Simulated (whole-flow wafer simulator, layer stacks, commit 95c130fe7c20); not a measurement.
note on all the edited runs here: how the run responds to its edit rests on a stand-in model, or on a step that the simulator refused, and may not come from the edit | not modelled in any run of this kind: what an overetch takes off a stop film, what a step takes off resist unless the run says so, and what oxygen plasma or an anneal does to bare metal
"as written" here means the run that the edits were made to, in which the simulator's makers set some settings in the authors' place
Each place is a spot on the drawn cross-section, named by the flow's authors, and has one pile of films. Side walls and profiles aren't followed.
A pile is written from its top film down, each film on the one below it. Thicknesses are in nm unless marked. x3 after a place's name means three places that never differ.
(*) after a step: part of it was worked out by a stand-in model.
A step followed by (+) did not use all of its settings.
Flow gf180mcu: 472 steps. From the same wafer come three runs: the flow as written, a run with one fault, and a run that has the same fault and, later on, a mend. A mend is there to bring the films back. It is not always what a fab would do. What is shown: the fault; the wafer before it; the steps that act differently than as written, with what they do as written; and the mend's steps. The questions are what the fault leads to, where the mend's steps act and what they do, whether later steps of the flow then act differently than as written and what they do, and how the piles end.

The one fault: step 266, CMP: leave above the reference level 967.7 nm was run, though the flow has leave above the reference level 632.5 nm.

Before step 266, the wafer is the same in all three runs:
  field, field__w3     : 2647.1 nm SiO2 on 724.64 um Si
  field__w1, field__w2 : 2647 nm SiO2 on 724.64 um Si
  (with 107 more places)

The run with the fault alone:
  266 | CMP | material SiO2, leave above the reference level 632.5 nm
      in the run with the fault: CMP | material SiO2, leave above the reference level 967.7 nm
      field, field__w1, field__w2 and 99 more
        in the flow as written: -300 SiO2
        in the run with the fault: nothing
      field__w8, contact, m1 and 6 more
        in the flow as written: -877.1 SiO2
        in the run with the fault: -541.9 SiO2
  Later steps of the flow acting differently than as written (6 other steps are not shown; they differ only slightly, by no more than 2% or 0.5 nm, whichever is larger):
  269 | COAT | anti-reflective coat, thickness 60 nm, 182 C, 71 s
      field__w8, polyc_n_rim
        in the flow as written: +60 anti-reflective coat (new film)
        in the run with the fault: +40 anti-reflective coat (new film)
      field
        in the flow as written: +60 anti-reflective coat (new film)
        in the run with the fault: +74 anti-reflective coat (new film)
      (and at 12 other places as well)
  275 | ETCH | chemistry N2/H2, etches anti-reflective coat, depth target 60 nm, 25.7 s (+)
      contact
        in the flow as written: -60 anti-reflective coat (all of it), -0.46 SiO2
        in the run with the fault: -40.9 anti-reflective coat (all of it), -0.95 SiO2
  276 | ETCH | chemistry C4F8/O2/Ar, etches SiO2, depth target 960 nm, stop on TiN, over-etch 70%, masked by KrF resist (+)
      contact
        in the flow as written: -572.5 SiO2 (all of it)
        in the run with the fault: -907.2 SiO2 (all of it)
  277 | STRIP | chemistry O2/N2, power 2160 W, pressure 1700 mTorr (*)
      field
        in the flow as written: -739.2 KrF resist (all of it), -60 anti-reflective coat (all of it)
        in the run with the fault: -732.2 KrF resist (all of it), -74 anti-reflective coat (all of it)
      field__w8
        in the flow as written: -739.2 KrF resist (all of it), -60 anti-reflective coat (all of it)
        in the run with the fault: -735.9 KrF resist (all of it), -40 anti-reflective coat (all of it)
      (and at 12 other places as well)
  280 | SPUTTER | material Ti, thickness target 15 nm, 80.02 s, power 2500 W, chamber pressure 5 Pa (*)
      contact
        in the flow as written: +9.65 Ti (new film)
        in the run with the fault: +8.11 Ti (new film)
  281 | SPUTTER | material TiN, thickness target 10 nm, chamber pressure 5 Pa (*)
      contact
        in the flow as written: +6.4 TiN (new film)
        in the run with the fault: +5.38 TiN (new film)
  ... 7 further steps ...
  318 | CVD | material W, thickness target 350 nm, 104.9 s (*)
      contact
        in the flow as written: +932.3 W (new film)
        in the run with the fault: +966.4 W (new film)
  At field, field__w1, field__w2 and 109 more, the piles at the end differ from the flow's by more than 2% or 0.5 nm, whichever is larger.
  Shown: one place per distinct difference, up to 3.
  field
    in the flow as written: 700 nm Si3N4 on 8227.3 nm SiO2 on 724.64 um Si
    in the run with the fault: 700 nm Si3N4 on 8561.1 nm SiO2 on 724.64 um Si
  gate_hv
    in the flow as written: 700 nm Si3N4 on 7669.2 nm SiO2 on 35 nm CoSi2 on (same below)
    in the run with the fault: 700 nm Si3N4 on 8003 nm SiO2 on 35 nm CoSi2 on (same below)
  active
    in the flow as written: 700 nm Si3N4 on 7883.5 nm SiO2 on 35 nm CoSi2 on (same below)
    in the run with the fault: 700 nm Si3N4 on 8217.3 nm SiO2 on 35 nm CoSi2 on (same below)

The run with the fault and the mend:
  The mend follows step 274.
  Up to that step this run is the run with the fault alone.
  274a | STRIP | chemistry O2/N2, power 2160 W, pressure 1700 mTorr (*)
      iso_ptap_pw, iso_ntap_nw, iso_nw_fld and 33 more
        -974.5 KrF resist (all of it), -60 anti-reflective coat (all of it)
      field_sub, field_sub__w1, field_sub__w2 and 15 more
        -974.8 KrF resist (all of it), -60.1 anti-reflective coat (all of it)
      field__w2, field__w3, field__w6 and 12 more
        -974.9 KrF resist (all of it), -60.1 anti-reflective coat (all of it)
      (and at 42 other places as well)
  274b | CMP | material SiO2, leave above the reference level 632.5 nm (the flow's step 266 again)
      field, field__w1, field__w2 and 99 more
        -300 SiO2
      field__w8, contact, m1 and 6 more
        -335.2 SiO2
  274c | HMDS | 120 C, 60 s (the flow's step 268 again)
      alters no film at any place that is followed
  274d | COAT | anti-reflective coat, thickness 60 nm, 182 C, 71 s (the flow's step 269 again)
      field, field__w1, field__w2 and 108 more
        +60 anti-reflective coat (new film)
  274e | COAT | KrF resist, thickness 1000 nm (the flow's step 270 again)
      field, field__w1, field__w2 and 108 more
        +1000 KrF resist (new film)
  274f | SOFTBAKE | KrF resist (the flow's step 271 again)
      alters no film at any place that is followed
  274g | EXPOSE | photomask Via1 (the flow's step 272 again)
      alters no film at any place that is followed
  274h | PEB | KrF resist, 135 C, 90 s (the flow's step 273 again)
      field, field__w1, field__w2 and 108 more
        -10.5 KrF resist
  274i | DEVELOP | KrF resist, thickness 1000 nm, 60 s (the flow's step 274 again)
      field, field__w1, field__w2 and 107 more
        -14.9 KrF resist
      contact
        -989.5 KrF resist (all of it)
  None of the later steps of the flow acts differently than as written at any place that is followed.
  At every place that both follow, the piles at the end match the flow's.
